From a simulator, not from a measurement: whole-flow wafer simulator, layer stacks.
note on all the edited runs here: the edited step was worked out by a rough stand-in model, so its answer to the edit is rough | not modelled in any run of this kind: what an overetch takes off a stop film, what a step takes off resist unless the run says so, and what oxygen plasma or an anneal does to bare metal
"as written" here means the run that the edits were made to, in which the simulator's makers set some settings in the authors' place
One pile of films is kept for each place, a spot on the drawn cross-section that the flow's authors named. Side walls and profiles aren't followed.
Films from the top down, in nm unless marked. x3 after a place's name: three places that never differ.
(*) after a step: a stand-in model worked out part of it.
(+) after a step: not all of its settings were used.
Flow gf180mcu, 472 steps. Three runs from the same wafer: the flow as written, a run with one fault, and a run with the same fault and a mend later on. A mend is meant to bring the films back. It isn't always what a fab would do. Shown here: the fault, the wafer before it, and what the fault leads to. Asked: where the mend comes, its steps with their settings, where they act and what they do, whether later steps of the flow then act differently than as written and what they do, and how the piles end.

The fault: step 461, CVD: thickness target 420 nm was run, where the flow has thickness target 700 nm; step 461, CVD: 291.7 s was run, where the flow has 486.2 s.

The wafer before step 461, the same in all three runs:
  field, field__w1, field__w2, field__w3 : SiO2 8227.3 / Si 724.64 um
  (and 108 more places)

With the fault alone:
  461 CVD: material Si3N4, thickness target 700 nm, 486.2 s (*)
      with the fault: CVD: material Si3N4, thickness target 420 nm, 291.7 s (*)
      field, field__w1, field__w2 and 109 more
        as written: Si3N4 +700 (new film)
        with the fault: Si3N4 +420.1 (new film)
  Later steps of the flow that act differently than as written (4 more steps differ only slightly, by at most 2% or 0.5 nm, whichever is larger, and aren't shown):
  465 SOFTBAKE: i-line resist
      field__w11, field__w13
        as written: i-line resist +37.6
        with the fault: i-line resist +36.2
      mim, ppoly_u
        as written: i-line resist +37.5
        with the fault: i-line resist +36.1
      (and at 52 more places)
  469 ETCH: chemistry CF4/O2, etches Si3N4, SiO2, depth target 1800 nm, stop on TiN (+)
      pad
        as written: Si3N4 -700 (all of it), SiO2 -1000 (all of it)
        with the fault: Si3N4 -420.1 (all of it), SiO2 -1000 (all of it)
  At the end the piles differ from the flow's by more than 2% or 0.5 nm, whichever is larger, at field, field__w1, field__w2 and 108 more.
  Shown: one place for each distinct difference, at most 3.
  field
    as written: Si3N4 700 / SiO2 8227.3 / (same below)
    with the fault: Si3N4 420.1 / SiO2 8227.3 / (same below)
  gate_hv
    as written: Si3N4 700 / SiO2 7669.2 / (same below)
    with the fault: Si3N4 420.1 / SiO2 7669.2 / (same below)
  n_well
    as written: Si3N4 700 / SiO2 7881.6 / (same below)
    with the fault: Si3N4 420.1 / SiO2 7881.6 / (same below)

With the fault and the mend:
  The mend comes after step 468.
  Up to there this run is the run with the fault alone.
  468a STRIP: chemistry O2/N2, power 2160 W, pressure 1700 mTorr (*)
      iso_ptap_pw, iso_ntap_nw, iso_nw_fld and 33 more
        i-line resist -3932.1 (all of it)
      p_well, sti, spacer, sd_n, mim_1p0, dice_street
        i-line resist -3938.1 (all of it)
      field__w2, field__w3, field__w12
        i-line resist -3984.5 (all of it)
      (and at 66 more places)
  468b CVD: material Si3N4, thickness target 280 nm, 194.5 s (*) (the flow's step 461 once more, with other settings)
      field, field__w1, field__w2 and 109 more
        Si3N4 +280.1
  468c HMDS: 120 C, 60 s (the flow's step 463 once more)
      changes no film at any place that is followed
  468d COAT: i-line resist, thickness 4000 nm (*) (the flow's step 464 once more)
      iso_ptap_pw, iso_ntap_nw, iso_nw_fld and 33 more
        i-line resist +4000 (new film)
      field__w9, field__w13, sd_p_hv, gate_p_hv, nplus_u, npoly_u
        i-line resist +4017 (new film)
      p_well, sti, spacer, sd_n, mim_1p0, dice_street
        i-line resist +4006.3 (new film)
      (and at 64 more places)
  468e SOFTBAKE: i-line resist (the flow's step 465 once more)
      ld_acc_p, ld_fp_p, ld_drift_p
        i-line resist +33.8
      field__w2, field_sub__w4
        i-line resist +33.4
      field__w11, field__w13
        i-line resist +37.6
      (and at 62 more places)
  468f EXPOSE: photomask Pad (the flow's step 466 once more)
      changes no film at any place that is followed
  468g PEB: i-line resist, 115 C, 93.9 s (the flow's step 467 once more)
      iso_ptap_pw, iso_ntap_nw, iso_nw_fld and 33 more
        i-line resist -67.9
      field, field__w2, field__w3 and 25 more
        i-line resist -68.8
      field_sub, field_sub__w1, field_sub__w2 and 23 more
        i-line resist -68.7
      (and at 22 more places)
  468h DEVELOP: thickness 4000 nm (*) (the flow's step 468 once more)
      field__w5, field__w7, field__w13 and 13 more
        i-line resist -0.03
      pad
        i-line resist -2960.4 (all of it)
  No later step of the flow acts differently than as written, at any place that is followed, by more than 2% or 0.5 nm, whichever is larger.
  At the end the piles differ from the flow's only slightly at the places that both follow, by at most 2% or 0.5 nm, whichever is larger.
